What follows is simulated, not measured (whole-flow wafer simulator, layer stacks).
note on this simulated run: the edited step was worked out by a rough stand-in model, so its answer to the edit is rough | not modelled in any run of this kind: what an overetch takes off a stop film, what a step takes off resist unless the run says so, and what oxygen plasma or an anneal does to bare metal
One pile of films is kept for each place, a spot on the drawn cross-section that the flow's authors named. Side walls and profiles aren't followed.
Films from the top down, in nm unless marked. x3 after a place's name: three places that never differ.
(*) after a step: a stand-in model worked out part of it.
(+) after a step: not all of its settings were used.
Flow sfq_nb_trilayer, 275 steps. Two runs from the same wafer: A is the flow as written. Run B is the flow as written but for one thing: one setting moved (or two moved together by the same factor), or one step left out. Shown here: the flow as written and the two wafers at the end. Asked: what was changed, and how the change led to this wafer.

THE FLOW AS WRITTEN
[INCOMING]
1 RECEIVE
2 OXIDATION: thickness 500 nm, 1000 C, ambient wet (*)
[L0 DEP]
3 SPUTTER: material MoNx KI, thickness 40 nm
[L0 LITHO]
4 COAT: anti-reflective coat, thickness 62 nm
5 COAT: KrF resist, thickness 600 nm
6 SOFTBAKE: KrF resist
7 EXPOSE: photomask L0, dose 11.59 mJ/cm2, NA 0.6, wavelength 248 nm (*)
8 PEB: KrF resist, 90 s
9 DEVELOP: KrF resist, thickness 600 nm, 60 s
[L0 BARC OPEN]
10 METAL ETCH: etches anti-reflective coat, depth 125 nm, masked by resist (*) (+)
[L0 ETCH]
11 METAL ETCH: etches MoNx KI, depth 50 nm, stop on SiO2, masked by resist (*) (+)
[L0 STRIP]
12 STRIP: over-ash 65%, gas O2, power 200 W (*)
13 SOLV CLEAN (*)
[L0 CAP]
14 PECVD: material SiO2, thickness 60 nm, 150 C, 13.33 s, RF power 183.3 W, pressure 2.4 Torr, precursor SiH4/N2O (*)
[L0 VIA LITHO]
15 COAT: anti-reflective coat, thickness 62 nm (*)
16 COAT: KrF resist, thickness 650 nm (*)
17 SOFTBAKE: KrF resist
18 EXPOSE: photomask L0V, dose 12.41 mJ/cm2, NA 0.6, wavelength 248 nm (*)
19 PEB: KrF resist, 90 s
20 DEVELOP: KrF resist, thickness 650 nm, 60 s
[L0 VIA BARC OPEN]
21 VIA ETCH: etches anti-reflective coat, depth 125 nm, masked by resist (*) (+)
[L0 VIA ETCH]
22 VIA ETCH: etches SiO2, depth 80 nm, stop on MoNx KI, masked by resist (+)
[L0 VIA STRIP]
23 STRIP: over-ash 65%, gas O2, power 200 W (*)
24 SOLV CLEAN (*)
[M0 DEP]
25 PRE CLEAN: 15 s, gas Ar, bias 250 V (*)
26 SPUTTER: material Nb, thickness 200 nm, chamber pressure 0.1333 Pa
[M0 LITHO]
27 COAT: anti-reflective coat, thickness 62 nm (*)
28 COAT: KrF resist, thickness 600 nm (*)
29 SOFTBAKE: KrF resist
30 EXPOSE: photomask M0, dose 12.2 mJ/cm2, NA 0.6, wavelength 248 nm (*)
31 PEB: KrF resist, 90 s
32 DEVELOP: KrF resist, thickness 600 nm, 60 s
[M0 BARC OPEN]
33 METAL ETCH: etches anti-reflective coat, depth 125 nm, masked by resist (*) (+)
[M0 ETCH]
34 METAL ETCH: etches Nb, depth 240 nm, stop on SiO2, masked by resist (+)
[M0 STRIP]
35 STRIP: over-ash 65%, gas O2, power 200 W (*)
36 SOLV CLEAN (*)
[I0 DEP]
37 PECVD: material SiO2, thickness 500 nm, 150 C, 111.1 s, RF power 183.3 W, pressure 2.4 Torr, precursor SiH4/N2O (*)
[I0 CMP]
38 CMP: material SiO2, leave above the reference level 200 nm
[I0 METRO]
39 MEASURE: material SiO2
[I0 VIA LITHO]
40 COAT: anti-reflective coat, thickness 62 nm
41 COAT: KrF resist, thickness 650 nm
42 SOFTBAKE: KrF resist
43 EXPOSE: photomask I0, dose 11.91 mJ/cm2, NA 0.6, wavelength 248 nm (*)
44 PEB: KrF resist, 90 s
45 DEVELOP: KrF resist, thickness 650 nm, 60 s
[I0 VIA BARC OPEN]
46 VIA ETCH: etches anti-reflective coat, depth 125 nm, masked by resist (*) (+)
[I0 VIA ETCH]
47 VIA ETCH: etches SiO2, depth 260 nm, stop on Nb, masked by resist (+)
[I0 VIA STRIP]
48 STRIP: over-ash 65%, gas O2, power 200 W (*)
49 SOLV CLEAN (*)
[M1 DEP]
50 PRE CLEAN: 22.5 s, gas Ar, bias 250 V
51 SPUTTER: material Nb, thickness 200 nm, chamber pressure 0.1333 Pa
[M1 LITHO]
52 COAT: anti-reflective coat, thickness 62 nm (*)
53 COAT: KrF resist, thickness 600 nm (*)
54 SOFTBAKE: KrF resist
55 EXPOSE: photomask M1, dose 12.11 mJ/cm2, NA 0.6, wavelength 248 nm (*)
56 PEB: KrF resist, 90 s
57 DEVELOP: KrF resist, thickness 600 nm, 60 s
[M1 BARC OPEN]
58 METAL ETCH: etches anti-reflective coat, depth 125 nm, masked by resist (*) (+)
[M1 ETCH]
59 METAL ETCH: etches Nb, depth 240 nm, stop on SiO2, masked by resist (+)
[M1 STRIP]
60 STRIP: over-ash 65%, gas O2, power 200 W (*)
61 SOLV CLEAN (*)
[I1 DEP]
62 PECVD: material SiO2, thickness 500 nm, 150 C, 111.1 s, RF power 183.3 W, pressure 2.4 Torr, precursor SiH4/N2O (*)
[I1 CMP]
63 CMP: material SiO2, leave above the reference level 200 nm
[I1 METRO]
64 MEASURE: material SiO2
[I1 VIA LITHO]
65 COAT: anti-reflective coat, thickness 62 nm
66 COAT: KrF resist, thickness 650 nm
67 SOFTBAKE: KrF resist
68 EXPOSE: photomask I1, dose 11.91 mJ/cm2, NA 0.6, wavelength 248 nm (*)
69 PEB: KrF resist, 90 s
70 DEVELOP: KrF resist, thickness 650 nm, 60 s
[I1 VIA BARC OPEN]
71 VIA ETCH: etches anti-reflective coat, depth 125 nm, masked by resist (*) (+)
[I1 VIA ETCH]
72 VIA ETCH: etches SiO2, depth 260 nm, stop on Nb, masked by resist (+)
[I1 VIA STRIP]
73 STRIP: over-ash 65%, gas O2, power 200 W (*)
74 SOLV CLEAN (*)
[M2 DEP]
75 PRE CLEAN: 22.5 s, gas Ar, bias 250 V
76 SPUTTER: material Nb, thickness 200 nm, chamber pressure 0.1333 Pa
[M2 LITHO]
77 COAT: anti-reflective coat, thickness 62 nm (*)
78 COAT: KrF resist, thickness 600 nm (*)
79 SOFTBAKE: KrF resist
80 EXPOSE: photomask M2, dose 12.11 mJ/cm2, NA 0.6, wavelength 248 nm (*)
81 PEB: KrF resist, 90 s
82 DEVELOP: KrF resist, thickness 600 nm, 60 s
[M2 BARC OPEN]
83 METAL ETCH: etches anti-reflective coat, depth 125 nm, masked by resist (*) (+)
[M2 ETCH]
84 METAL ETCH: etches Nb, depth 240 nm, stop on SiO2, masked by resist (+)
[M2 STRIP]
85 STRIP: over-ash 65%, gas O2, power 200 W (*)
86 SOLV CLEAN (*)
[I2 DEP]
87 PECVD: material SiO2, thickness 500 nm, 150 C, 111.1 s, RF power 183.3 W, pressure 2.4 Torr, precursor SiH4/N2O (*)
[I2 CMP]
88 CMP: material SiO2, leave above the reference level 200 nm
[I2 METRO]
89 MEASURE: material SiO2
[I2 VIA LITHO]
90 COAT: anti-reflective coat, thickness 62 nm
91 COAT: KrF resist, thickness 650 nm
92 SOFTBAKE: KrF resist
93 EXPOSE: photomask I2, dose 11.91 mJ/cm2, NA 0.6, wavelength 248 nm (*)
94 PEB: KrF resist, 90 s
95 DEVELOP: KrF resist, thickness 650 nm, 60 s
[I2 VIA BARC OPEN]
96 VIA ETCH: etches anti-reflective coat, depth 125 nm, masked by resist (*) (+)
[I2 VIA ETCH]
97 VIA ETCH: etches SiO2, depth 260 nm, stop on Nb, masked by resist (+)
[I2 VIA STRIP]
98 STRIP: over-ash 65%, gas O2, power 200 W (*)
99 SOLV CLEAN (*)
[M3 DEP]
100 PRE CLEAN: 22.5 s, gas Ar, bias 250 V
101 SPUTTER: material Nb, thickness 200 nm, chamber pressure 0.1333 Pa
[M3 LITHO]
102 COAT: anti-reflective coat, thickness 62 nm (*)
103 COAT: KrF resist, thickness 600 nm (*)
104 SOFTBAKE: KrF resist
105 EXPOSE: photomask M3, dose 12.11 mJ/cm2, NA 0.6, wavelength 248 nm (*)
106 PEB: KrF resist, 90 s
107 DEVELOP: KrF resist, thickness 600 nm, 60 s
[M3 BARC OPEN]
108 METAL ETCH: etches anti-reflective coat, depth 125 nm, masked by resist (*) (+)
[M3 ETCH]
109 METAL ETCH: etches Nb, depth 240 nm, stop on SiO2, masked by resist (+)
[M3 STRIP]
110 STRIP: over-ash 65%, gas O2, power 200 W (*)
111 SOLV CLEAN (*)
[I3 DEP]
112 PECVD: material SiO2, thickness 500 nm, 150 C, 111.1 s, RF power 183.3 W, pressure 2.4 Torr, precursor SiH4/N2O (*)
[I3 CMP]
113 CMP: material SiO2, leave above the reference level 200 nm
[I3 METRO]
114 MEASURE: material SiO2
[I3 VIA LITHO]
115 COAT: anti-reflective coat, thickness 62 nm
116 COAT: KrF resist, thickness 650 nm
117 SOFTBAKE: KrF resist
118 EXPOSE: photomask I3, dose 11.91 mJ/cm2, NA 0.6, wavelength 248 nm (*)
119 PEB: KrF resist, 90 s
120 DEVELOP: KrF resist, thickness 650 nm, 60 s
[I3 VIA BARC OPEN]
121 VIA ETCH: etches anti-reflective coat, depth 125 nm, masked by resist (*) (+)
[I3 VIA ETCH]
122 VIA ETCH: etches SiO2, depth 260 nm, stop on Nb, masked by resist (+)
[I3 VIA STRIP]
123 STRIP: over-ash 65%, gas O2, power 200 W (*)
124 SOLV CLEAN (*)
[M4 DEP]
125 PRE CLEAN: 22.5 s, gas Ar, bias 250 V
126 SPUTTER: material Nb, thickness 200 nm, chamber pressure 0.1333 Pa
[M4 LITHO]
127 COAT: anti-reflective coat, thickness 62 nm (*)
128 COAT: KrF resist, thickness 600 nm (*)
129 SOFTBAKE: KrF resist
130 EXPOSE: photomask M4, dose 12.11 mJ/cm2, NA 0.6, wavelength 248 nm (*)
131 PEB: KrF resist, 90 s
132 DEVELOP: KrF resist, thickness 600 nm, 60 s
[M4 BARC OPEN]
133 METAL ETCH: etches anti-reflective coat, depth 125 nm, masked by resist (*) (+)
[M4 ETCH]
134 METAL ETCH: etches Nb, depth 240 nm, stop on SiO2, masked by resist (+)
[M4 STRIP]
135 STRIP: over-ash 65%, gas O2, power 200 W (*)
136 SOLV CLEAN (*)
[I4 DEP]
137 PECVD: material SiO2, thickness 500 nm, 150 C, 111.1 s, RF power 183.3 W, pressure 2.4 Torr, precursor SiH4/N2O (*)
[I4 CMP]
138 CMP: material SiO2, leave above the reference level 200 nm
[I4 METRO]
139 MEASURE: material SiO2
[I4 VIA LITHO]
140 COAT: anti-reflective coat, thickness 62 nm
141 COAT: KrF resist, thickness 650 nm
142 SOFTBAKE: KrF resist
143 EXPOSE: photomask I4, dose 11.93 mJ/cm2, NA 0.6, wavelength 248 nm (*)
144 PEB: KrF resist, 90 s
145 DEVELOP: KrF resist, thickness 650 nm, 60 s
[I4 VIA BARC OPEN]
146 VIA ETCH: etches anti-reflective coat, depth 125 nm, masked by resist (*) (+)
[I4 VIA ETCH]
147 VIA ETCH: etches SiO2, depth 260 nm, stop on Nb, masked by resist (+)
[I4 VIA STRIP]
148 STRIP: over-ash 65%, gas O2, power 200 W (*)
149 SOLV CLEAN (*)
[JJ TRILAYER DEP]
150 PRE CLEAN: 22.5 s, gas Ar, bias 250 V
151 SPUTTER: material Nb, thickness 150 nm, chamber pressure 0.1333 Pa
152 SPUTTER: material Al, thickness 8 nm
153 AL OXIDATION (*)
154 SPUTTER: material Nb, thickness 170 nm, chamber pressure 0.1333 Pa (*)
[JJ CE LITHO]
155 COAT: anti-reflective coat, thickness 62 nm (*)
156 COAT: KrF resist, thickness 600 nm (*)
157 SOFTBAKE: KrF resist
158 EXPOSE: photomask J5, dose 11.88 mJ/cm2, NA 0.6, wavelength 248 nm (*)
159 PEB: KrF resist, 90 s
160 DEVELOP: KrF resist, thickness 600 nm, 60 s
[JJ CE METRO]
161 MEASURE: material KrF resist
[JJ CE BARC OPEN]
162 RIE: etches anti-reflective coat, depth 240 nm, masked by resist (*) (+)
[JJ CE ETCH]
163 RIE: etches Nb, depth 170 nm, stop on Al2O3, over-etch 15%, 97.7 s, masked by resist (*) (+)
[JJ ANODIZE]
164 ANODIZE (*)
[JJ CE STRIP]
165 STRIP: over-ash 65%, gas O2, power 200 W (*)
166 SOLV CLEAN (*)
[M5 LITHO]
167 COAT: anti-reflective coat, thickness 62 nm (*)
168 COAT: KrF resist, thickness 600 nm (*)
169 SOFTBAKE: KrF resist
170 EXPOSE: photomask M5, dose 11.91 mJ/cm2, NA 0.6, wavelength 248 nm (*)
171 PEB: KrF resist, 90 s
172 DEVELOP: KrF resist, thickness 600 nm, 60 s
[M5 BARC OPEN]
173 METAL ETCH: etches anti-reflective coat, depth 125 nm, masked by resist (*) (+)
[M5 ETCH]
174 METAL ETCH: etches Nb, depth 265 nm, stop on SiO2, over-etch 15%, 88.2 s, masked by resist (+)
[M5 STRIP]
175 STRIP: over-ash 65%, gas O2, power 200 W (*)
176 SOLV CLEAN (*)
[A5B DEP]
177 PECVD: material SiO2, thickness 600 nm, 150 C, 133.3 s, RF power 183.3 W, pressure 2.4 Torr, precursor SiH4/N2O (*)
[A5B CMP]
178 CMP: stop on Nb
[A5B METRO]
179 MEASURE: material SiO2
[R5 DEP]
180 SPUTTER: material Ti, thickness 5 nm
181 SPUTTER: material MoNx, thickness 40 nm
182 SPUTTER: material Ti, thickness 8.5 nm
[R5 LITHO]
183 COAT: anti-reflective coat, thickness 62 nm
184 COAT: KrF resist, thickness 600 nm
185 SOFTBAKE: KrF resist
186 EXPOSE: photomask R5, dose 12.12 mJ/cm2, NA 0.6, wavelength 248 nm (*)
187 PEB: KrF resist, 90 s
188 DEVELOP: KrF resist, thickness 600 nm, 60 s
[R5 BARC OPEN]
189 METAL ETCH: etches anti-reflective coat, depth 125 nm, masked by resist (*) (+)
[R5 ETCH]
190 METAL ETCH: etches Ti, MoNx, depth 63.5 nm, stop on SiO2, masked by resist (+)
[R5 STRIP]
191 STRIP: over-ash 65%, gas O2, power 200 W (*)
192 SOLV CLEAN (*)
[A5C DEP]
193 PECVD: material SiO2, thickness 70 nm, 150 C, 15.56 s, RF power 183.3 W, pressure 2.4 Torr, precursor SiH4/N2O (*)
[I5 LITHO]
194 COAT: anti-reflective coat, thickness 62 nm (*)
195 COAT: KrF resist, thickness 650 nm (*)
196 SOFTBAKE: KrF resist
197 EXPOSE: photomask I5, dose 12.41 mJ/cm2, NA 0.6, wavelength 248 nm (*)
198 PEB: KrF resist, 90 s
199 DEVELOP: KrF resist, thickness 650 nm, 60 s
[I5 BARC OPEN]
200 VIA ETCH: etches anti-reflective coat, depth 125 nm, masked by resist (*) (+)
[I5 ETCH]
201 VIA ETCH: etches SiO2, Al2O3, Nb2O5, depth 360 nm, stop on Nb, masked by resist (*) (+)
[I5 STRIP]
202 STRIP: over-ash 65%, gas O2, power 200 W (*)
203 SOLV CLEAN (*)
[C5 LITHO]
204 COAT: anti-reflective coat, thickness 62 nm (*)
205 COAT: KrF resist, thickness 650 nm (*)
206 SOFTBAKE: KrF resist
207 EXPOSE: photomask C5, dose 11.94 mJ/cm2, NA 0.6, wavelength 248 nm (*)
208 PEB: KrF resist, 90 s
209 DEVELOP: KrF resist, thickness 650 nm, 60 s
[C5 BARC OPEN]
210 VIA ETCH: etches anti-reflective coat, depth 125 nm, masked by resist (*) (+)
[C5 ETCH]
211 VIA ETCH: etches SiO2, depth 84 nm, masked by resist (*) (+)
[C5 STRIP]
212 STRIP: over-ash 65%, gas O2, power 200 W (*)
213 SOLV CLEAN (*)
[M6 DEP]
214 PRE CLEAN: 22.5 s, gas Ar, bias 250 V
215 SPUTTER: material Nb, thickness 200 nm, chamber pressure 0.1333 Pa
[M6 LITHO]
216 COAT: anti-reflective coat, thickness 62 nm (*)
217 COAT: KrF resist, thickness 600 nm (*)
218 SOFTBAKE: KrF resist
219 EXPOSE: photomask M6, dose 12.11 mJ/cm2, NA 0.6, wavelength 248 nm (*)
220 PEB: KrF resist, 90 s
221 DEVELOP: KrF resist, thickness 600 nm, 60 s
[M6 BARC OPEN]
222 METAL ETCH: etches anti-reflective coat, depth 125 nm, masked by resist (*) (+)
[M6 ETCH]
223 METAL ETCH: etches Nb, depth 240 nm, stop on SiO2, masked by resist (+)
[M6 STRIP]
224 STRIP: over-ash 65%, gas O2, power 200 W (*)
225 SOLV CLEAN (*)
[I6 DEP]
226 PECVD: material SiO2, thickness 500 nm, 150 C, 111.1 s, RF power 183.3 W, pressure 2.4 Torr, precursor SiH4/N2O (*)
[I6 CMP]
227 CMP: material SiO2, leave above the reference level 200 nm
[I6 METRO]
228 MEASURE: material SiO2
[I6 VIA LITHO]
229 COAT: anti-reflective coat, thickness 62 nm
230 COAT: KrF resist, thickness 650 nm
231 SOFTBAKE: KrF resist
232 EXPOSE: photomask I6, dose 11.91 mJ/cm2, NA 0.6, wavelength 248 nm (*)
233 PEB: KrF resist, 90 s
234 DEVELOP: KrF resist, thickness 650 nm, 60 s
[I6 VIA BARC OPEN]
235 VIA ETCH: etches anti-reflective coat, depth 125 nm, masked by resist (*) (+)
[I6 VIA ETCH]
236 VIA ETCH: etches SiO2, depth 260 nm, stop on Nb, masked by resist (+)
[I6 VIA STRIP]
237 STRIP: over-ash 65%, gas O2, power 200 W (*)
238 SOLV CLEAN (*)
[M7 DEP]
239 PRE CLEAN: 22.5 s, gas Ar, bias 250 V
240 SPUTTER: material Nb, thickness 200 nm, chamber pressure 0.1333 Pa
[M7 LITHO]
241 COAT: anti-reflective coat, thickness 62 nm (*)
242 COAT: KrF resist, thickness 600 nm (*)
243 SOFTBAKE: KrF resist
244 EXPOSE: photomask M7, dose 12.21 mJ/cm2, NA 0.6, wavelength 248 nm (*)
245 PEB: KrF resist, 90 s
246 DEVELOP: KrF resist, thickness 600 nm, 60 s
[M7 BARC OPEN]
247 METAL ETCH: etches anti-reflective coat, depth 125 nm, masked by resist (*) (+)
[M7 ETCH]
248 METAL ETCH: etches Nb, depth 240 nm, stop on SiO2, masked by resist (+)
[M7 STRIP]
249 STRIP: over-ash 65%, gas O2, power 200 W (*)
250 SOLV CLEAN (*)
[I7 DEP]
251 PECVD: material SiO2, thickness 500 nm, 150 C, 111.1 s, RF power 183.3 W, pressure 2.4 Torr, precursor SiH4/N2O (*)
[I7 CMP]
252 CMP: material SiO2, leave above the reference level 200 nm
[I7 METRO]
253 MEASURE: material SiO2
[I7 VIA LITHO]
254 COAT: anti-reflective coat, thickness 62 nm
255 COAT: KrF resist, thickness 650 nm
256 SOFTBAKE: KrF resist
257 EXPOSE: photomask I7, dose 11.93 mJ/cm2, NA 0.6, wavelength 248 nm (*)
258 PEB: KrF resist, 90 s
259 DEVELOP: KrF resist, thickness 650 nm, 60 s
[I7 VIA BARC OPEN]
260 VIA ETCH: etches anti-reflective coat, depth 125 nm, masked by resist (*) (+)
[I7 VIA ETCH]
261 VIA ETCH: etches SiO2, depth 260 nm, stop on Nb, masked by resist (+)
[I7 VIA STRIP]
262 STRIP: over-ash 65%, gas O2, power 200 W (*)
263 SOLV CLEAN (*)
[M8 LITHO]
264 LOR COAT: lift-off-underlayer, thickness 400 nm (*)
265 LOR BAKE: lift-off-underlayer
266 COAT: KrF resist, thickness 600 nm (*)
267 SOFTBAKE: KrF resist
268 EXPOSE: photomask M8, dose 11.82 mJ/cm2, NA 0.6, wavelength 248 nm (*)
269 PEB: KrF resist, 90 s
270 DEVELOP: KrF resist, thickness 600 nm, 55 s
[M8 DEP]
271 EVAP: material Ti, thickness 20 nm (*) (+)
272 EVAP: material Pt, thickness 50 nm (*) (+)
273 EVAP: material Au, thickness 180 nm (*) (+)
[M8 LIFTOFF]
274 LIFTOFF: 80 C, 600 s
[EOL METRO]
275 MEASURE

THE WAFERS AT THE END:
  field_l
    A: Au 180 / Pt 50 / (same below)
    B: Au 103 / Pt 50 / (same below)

The cause: step 273, EVAP: thickness 103 nm was run, where the flow has thickness 180 nm.
It can be read off the wafer: field_l has Au 103, and step 273 as written asks for 180 nm.

How the change led to this, step by step:
  273 EVAP: material Au, thickness 180 nm (*) (+)
      field_l, v_sur, via_wl and 103 more: A Au +180 (new film) | B Au +103 (new film)
  274 LIFTOFF: 80 C, 600 s
      p4_fl, p4_fm, p4_w1 and 71 more: A Au -180 (all of it), Pt -50 (all of it), Ti -20 (all of it), KrF resist -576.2 (all of it), lift-off-underlayer -400 (all of it) | B Au -103 (all of it), Pt -50 (all of it), Ti -20 (all of it), KrF resist -576.2 (all of it), lift-off-underlayer -400 (all of it)
      c5j, ce_r: A Au -180 (all of it), Pt -50 (all of it), Ti -20 (all of it), KrF resist -573.3 (all of it), lift-off-underlayer -399.3 (all of it) | B Au -103 (all of it), Pt -50 (all of it), Ti -20 (all of it), KrF resist -573.3 (all of it), lift-off-underlayer -399.3 (all of it)
      (and at 19 more places)
